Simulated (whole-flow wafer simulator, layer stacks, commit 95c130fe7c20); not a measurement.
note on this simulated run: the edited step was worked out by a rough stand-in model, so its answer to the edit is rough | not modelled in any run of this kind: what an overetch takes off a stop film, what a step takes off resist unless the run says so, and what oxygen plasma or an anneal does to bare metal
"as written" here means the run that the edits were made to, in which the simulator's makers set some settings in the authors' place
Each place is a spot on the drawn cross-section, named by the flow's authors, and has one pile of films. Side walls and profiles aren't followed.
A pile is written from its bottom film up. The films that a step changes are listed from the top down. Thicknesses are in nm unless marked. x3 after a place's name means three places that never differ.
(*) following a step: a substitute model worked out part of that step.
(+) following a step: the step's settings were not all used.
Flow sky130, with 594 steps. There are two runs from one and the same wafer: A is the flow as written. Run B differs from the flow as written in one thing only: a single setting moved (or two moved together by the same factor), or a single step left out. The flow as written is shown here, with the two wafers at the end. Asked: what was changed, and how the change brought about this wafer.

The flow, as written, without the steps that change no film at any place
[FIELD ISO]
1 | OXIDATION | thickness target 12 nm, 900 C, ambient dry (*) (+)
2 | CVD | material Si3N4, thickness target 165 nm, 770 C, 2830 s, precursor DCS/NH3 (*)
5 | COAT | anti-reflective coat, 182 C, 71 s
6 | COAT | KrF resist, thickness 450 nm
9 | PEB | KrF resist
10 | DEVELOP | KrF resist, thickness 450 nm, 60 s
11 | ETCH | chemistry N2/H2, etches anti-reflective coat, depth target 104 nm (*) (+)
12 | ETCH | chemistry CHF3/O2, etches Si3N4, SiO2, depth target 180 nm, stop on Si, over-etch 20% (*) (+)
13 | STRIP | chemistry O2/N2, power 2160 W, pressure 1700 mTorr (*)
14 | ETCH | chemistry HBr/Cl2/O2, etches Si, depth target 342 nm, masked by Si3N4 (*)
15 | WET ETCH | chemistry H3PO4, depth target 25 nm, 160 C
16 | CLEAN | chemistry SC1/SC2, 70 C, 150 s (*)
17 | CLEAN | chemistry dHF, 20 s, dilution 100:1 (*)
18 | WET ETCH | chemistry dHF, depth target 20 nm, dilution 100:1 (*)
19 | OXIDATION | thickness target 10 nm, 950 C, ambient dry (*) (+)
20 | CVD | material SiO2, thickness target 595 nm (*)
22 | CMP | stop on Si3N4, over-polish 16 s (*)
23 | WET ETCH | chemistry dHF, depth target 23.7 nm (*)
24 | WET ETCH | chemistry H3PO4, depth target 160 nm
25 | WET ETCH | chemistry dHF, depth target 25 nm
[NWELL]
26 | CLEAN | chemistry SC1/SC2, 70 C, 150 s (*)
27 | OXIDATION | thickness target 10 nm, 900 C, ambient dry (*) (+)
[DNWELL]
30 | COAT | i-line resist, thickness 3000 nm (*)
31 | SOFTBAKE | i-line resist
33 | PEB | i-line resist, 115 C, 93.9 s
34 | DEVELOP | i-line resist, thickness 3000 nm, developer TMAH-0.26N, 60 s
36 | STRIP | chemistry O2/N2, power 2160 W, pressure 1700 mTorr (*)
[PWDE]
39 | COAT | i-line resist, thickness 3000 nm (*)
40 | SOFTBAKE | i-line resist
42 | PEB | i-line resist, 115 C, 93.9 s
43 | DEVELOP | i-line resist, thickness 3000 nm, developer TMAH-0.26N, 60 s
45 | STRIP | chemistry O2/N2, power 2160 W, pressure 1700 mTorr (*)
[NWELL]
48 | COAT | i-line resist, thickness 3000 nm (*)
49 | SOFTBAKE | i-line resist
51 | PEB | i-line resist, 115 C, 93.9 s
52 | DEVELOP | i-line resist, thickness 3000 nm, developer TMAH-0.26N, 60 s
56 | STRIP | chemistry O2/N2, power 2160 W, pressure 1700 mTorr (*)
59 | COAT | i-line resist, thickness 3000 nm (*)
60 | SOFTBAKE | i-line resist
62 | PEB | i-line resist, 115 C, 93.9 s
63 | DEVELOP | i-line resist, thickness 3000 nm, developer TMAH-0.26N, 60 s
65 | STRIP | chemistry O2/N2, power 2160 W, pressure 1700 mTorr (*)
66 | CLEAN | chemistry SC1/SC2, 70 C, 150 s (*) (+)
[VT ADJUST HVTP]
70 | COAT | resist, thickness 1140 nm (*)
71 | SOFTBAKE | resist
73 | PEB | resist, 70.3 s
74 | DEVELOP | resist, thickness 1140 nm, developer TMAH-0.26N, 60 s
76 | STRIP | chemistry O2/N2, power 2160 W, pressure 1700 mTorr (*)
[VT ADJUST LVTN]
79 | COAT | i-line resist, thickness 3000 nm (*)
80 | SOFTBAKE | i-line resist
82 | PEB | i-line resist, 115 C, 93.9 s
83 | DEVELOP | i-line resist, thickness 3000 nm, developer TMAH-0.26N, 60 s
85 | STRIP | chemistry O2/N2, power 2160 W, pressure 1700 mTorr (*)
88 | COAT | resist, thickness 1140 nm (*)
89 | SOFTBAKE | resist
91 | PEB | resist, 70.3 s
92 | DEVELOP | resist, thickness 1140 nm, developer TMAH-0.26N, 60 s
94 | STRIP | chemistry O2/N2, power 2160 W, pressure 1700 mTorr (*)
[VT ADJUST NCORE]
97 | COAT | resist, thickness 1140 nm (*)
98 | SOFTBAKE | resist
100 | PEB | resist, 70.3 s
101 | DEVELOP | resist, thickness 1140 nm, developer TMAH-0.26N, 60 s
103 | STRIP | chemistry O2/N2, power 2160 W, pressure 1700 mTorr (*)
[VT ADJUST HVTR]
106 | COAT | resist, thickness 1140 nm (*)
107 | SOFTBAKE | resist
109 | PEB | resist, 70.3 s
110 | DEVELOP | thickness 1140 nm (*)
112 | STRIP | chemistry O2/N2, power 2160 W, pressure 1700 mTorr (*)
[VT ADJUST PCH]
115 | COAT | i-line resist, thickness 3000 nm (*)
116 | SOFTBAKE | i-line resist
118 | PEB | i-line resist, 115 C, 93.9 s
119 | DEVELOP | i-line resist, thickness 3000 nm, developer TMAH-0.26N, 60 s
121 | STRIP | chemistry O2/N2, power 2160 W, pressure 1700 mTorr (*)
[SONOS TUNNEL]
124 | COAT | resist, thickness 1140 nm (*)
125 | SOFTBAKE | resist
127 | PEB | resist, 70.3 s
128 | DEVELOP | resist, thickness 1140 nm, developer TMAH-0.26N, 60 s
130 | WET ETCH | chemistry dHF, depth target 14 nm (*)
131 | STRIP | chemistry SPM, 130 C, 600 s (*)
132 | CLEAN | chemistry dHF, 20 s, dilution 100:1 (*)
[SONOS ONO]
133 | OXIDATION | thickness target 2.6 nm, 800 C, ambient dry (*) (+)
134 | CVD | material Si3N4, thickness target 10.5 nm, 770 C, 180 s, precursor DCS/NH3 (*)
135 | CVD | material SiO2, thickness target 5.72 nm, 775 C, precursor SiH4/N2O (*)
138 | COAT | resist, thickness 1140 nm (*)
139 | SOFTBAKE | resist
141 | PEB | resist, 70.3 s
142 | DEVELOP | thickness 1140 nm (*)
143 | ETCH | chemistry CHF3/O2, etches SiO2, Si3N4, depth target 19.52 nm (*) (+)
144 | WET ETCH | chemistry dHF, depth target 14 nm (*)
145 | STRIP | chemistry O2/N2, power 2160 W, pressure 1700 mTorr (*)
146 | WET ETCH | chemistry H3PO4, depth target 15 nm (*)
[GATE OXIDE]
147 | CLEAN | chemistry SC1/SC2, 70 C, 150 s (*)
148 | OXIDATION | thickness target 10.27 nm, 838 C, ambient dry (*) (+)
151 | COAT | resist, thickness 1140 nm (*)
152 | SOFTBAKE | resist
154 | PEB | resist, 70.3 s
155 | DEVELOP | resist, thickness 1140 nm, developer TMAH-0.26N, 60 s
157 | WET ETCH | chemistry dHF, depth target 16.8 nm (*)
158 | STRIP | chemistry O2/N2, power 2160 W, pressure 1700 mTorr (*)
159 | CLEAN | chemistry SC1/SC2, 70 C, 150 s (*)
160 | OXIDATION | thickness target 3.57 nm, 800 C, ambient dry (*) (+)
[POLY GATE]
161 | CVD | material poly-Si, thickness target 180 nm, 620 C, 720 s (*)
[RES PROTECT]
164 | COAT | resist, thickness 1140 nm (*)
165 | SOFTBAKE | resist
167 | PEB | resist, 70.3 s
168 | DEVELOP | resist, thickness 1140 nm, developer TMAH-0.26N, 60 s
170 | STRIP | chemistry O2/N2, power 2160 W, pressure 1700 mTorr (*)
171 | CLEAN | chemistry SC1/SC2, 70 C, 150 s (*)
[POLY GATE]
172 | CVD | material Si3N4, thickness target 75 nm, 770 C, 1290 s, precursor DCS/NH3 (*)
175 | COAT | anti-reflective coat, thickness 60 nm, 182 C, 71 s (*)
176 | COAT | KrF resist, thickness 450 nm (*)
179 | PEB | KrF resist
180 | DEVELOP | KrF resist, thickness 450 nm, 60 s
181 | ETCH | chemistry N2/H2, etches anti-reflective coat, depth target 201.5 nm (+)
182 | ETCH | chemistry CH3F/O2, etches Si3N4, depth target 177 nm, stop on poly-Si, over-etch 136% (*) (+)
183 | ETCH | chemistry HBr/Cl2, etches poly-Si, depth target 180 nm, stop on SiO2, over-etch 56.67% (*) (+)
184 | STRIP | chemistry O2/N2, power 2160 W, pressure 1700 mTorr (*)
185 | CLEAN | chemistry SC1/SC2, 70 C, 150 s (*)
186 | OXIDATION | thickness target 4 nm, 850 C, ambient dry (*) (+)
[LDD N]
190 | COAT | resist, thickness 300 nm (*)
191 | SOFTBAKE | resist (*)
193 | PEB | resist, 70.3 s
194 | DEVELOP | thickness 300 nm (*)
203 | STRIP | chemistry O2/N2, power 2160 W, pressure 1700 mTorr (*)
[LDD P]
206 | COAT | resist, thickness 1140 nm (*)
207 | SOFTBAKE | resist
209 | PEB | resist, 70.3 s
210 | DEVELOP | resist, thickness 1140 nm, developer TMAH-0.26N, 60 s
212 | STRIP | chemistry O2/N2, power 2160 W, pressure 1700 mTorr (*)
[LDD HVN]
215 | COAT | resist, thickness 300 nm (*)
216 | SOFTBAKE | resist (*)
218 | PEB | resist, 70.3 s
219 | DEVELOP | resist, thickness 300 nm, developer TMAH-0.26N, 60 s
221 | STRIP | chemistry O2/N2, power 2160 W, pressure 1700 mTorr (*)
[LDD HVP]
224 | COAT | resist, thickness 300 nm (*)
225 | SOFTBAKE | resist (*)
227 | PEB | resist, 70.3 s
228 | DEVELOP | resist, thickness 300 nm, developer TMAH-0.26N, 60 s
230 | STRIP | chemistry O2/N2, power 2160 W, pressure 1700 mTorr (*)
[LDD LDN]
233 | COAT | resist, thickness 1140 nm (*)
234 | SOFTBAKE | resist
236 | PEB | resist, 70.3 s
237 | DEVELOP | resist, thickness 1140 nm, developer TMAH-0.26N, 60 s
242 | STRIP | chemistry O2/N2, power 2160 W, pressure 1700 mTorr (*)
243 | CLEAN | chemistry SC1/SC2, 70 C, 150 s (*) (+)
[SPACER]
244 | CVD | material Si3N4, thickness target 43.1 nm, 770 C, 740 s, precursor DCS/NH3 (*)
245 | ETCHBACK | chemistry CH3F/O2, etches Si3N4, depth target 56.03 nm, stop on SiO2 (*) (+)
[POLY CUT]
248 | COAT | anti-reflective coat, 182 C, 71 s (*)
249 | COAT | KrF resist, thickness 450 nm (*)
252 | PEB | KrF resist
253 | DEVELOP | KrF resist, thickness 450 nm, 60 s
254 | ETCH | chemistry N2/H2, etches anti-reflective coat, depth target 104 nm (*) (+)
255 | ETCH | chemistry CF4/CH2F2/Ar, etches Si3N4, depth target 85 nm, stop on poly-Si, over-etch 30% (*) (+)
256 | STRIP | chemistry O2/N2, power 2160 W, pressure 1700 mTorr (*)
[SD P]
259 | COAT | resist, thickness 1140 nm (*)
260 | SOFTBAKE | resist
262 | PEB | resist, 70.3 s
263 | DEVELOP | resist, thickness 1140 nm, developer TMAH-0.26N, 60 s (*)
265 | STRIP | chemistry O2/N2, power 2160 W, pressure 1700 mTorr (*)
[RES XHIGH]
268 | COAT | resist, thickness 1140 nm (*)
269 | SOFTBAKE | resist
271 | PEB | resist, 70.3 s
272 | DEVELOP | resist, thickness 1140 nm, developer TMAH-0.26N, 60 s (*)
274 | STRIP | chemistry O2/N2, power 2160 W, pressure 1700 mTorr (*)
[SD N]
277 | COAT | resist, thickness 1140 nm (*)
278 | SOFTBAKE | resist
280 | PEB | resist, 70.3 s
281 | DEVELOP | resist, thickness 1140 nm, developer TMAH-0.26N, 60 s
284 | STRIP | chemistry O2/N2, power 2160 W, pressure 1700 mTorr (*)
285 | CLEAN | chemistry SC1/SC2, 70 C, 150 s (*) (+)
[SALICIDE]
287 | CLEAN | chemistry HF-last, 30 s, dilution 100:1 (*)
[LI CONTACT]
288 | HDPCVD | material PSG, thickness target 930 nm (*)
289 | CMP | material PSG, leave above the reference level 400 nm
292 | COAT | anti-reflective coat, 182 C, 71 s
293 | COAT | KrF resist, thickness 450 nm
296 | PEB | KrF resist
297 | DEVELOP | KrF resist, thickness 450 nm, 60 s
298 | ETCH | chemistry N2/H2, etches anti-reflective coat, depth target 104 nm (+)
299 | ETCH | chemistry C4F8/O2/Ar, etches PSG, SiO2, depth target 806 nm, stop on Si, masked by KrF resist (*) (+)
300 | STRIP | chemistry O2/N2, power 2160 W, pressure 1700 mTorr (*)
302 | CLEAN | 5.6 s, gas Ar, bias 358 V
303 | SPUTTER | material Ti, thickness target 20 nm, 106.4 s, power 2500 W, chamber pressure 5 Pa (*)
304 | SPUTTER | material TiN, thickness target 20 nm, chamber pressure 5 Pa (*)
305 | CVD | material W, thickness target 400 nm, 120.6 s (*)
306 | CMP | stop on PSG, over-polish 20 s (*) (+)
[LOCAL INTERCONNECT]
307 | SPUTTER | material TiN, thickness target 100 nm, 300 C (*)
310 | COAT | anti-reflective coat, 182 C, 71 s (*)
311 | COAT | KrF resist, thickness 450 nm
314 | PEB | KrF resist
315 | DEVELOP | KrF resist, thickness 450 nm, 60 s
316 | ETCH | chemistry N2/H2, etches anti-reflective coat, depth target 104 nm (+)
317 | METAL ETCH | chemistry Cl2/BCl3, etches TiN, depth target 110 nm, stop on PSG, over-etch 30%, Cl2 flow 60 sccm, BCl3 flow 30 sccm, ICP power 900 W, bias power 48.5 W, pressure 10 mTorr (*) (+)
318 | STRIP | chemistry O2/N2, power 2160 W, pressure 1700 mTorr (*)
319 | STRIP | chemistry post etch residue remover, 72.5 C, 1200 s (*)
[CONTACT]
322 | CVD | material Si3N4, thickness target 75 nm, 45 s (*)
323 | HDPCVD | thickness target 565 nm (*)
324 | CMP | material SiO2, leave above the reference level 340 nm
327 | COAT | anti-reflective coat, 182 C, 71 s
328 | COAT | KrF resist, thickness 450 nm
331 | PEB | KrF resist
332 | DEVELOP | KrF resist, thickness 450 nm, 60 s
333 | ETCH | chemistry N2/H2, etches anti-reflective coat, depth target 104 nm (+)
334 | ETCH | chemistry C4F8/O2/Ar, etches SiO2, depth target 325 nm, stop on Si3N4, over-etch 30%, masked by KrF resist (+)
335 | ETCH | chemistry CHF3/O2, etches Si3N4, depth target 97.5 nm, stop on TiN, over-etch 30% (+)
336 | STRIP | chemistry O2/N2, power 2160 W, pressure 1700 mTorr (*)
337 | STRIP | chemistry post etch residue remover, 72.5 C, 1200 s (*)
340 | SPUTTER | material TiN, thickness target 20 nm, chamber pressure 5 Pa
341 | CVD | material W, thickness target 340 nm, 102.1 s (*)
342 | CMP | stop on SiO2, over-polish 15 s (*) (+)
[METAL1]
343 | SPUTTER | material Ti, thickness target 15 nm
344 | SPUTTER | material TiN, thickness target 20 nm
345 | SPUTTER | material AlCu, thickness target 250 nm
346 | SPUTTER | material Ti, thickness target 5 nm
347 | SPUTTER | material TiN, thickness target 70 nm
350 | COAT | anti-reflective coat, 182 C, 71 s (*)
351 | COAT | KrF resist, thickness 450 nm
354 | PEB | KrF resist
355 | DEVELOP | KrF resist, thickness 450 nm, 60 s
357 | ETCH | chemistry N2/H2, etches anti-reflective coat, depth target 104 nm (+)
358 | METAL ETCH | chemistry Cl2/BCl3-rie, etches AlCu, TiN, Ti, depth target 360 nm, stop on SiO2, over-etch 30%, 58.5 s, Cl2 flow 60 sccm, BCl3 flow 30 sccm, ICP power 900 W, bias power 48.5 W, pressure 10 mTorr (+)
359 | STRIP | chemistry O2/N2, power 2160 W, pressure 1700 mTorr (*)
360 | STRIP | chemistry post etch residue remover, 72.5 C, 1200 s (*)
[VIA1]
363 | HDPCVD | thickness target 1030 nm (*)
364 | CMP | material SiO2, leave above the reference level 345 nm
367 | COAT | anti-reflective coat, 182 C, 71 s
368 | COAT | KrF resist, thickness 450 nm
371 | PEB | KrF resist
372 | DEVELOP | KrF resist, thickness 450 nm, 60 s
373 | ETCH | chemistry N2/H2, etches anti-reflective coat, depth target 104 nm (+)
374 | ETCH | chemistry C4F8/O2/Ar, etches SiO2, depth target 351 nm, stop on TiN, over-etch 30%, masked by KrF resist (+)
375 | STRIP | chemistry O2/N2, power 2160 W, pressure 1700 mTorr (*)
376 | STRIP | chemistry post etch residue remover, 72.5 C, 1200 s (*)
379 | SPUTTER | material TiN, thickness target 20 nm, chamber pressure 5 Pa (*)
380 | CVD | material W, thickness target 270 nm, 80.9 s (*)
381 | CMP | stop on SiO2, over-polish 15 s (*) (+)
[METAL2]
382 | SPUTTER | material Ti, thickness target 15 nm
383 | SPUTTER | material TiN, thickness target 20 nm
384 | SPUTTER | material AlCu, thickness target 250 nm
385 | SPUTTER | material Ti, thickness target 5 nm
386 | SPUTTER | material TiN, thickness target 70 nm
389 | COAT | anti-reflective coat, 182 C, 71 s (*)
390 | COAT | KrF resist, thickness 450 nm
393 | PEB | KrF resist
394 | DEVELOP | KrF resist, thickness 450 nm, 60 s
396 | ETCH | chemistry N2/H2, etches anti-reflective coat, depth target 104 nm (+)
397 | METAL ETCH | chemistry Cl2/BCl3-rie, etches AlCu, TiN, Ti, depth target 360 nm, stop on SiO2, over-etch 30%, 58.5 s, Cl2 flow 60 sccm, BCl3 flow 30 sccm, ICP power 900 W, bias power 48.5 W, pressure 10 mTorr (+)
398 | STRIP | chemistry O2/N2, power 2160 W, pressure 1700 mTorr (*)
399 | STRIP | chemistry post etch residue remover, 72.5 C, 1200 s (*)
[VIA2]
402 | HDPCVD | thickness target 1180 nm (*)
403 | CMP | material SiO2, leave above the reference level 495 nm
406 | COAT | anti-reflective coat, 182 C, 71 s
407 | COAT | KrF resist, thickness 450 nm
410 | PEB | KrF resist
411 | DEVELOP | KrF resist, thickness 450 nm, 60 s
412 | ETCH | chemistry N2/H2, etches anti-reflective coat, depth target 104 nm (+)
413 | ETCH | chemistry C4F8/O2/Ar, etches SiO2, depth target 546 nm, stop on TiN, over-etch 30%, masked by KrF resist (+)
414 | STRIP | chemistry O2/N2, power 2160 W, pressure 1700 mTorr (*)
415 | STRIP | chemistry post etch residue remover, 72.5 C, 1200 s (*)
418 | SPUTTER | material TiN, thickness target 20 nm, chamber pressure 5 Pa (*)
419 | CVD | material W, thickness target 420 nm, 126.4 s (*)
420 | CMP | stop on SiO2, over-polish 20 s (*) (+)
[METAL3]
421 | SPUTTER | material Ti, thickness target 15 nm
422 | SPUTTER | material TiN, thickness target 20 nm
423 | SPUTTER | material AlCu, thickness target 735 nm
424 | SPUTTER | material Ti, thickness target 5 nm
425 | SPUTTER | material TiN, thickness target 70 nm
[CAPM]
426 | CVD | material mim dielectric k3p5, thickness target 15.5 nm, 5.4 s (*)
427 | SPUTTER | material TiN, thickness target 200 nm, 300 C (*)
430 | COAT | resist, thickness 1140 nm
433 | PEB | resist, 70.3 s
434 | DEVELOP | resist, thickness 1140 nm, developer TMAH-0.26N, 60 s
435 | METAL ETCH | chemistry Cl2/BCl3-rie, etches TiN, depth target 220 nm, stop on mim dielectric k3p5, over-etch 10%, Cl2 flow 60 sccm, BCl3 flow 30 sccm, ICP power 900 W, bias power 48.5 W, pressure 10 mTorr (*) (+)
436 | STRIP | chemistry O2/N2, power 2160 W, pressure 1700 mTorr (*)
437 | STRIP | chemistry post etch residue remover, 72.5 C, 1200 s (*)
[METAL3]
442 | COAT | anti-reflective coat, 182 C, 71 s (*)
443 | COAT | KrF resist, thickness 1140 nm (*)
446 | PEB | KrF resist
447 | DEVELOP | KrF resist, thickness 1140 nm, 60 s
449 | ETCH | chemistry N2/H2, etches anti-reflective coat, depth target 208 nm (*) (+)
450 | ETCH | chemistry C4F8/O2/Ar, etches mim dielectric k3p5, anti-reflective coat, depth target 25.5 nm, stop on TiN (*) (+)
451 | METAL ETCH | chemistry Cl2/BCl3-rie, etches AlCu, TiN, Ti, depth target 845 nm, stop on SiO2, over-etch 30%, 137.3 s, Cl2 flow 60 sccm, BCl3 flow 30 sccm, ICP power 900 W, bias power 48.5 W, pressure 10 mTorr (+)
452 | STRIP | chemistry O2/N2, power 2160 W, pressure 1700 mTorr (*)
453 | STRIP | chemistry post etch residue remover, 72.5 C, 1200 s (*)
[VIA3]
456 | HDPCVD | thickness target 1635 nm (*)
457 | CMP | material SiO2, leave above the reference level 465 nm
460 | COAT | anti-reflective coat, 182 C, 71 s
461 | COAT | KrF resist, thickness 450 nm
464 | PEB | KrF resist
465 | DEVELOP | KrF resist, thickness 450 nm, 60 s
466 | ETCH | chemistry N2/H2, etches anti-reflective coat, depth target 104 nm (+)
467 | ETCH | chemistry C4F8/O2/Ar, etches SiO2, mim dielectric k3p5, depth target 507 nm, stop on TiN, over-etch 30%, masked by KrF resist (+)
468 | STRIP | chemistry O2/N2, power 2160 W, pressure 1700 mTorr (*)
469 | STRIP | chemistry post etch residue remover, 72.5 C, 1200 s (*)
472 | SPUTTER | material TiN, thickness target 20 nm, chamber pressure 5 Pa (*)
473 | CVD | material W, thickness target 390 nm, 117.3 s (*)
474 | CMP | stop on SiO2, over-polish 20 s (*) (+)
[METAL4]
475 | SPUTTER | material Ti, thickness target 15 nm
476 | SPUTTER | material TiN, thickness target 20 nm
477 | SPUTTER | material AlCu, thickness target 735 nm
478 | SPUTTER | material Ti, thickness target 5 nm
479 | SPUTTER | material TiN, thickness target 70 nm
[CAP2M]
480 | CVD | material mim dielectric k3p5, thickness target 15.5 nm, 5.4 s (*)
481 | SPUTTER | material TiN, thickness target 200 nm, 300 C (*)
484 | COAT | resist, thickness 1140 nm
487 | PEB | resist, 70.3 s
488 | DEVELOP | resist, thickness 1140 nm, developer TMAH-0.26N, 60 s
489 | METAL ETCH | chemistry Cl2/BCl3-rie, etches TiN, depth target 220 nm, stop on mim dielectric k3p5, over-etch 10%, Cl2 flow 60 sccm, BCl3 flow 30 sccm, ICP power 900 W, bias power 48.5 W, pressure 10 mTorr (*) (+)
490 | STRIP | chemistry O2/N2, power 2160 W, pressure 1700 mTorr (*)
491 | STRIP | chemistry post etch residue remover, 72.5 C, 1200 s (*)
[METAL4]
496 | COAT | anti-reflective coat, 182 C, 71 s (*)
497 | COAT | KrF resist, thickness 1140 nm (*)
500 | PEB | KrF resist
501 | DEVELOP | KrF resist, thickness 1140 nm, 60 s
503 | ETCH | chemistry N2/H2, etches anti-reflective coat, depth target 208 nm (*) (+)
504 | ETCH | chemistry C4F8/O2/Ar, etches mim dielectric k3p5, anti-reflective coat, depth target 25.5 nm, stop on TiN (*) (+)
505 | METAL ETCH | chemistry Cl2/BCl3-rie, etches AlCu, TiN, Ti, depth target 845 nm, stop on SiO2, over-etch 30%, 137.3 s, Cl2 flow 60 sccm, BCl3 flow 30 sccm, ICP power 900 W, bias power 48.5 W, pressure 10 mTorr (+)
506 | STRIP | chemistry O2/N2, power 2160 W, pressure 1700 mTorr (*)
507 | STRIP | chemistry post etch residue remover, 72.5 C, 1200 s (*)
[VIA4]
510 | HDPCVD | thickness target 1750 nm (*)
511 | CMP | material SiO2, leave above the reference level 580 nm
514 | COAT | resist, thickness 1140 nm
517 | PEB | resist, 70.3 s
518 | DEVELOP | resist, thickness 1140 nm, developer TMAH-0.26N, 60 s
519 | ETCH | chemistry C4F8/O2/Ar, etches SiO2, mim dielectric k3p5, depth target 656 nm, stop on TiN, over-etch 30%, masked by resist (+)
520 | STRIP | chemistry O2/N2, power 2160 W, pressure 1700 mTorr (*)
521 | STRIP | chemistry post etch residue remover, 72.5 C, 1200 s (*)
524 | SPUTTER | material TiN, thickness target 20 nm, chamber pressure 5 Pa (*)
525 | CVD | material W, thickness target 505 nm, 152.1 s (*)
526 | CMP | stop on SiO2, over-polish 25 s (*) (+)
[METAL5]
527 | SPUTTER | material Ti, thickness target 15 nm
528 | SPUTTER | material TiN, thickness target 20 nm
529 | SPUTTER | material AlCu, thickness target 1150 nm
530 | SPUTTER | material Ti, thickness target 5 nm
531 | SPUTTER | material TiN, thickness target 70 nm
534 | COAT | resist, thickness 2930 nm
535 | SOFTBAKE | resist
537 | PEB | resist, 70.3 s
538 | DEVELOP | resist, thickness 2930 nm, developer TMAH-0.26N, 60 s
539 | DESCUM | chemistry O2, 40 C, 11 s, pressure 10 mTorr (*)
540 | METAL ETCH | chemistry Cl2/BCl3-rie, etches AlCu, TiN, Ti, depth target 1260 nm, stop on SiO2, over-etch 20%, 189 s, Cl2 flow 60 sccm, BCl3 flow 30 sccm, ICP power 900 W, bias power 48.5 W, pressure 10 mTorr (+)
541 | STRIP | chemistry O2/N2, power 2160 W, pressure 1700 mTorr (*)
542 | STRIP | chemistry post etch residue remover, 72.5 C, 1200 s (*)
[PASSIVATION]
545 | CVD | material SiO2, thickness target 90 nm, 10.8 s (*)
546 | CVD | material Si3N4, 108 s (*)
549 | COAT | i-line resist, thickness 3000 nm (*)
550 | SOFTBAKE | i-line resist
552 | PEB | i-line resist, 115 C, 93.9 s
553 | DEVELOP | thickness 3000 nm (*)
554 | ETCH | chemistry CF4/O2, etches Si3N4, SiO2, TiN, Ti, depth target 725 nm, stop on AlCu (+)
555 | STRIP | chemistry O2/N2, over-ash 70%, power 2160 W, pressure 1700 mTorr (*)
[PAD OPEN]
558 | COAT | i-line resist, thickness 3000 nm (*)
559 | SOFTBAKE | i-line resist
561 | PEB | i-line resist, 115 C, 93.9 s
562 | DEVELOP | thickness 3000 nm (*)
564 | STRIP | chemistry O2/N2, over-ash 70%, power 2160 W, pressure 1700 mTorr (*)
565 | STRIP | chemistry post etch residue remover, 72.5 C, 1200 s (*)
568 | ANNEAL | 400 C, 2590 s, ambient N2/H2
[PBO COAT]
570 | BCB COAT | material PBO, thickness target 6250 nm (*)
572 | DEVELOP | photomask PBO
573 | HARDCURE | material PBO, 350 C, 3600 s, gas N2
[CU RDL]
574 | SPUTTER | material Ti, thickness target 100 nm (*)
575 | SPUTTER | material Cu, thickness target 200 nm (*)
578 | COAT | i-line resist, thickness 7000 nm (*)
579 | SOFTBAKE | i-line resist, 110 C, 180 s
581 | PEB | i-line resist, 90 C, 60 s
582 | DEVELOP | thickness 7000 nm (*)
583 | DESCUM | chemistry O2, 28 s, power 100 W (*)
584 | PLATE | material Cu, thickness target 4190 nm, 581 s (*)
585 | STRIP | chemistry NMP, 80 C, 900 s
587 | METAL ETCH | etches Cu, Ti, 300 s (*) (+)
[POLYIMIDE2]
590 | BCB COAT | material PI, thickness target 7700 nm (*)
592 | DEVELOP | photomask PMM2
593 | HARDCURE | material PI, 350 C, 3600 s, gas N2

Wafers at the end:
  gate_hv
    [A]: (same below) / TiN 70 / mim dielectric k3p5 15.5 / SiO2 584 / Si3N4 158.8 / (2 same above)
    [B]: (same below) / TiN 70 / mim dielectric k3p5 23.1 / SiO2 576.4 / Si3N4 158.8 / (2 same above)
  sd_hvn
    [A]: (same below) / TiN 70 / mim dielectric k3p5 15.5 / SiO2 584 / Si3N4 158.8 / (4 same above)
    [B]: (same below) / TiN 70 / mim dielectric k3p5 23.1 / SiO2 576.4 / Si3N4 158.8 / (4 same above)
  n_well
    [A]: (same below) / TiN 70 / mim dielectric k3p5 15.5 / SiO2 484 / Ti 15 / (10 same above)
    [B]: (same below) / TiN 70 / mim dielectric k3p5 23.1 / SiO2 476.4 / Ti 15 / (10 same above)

What caused this: step 480, CVD: thickness target 23.1 nm was run, though the flow has thickness target 15.5 nm; step 480, CVD: 8.05 s was run, where the flow has 5.4 s.
The wafer lets one read it off: gate_hv has mim dielectric k3p5 23.1, and step 480 as written asks for 15.5 nm.

How this came from the change, step by step:
  480 | CVD | material mim dielectric k3p5, thickness target 15.5 nm, 5.4 s (*)
      field, active, n_well and 189 more: A +15.5 mim dielectric k3p5 (new film) | B +23.1 mim dielectric k3p5 (new film)
  504 | ETCH | chemistry C4F8/O2/Ar, etches mim dielectric k3p5, anti-reflective coat, depth target 25.5 nm, stop on TiN (*) (+)
      n_well, p_well, gate_hv and 102 more: A -15.5 KrF resist | B -17 KrF resist
      field, active, gate and 85 more: A -15.5 mim dielectric k3p5 (all of it) | B -23.1 mim dielectric k3p5 (all of it)
  519 | ETCH | chemistry C4F8/O2/Ar, etches SiO2, mim dielectric k3p5, depth target 656 nm, stop on TiN, over-etch 30%, masked by resist (+)
      m1: A -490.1 SiO2 (all of it), -15.5 mim dielectric k3p5 (all of it) | B -482.5 SiO2 (all of it), -23.1 mim dielectric k3p5 (all of it)
      via4_hole: A -489.5 SiO2 (all of it), -15.5 mim dielectric k3p5 (all of it) | B -481.9 SiO2 (all of it), -23.1 mim dielectric k3p5 (all of it)
